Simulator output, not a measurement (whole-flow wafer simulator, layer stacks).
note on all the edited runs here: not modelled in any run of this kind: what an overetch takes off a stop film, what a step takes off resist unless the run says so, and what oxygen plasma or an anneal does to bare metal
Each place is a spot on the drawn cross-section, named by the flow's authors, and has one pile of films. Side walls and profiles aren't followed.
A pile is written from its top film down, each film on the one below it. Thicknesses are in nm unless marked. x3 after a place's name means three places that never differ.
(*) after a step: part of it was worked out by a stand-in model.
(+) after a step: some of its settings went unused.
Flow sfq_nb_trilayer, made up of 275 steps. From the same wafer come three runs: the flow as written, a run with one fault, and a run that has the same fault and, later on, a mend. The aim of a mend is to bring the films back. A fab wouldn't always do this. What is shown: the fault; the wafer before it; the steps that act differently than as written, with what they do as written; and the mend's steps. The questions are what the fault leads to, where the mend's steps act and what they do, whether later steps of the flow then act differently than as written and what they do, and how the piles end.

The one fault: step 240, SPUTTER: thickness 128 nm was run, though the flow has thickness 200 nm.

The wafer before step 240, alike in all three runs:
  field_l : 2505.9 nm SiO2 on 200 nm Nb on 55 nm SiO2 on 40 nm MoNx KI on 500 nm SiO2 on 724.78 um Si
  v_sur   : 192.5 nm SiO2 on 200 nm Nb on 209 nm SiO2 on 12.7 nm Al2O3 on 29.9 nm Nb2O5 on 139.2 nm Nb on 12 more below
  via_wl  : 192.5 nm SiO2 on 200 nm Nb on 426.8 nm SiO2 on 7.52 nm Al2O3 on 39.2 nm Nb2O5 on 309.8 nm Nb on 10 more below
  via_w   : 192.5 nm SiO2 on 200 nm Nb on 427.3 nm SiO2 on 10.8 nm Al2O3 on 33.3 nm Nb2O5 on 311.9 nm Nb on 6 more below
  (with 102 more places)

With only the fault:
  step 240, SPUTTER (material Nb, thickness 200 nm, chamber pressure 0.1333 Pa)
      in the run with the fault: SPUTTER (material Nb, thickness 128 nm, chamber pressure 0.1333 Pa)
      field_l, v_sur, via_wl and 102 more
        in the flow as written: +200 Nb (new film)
        in the run with the fault: +128 Nb (new film)
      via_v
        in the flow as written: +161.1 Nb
        in the run with the fault: +103 Nb
  Later steps of the flow acting differently than as written (3 other steps are not shown; they differ only slightly, by no more than 2% or 0.5 nm, whichever is larger):
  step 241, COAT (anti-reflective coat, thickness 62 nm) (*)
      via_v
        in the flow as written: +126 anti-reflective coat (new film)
        in the run with the fault: +121.7 anti-reflective coat (new film)
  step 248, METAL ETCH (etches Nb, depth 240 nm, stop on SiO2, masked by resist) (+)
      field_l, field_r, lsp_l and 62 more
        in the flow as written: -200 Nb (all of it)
        in the run with the fault: -128 Nb (all of it)
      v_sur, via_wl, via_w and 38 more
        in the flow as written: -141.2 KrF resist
        in the run with the fault: -112.9 KrF resist
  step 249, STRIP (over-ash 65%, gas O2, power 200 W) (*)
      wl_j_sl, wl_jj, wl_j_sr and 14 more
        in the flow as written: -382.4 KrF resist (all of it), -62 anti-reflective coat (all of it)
        in the run with the fault: -410.6 KrF resist (all of it), -62 anti-reflective coat (all of it)
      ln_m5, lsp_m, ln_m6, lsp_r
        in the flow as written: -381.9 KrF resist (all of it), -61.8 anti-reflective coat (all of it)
        in the run with the fault: -410.2 KrF resist (all of it), -61.8 anti-reflective coat (all of it)
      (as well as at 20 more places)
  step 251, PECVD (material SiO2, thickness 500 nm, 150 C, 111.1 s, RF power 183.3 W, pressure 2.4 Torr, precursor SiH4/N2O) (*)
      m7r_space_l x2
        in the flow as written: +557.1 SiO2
        in the run with the fault: +500 SiO2
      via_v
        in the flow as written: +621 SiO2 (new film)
        in the run with the fault: +599.4 SiO2 (new film)
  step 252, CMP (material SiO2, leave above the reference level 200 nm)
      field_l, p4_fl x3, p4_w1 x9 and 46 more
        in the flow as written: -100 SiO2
        in the run with the fault: -172 SiO2
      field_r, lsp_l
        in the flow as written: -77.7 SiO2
        in the run with the fault: -157.7 SiO2
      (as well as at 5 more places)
  At field_l, v_sur, via_wl and 103 more, the piles at the end differ from the flow's by more than 2% or 0.5 nm, whichever is larger.
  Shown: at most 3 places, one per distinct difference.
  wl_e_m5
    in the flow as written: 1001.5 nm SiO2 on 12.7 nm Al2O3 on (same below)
    in the run with the fault: 929.5 nm SiO2 on 12.7 nm Al2O3 on (same below)
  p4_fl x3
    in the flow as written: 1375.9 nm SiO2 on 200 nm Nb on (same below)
    in the run with the fault: 1303.9 nm SiO2 on 200 nm Nb on (same below)
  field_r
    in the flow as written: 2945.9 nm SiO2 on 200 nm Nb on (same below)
    in the run with the fault: 2873.9 nm SiO2 on 200 nm Nb on (same below)

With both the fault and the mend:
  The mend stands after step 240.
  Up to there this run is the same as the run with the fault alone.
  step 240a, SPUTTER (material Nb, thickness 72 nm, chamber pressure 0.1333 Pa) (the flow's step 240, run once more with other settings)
      field_l, v_sur, via_wl and 102 more
        +72 Nb
      via_v
        +54.6 Nb
  Every later step of the flow that is run acts as written, at every place that is followed, to within 2% or 0.5 nm, whichever is larger.
  When the end is reached, the piles differ only a little from the flow's at the places that both follow, at most by 2% or 0.5 nm, whichever is larger.
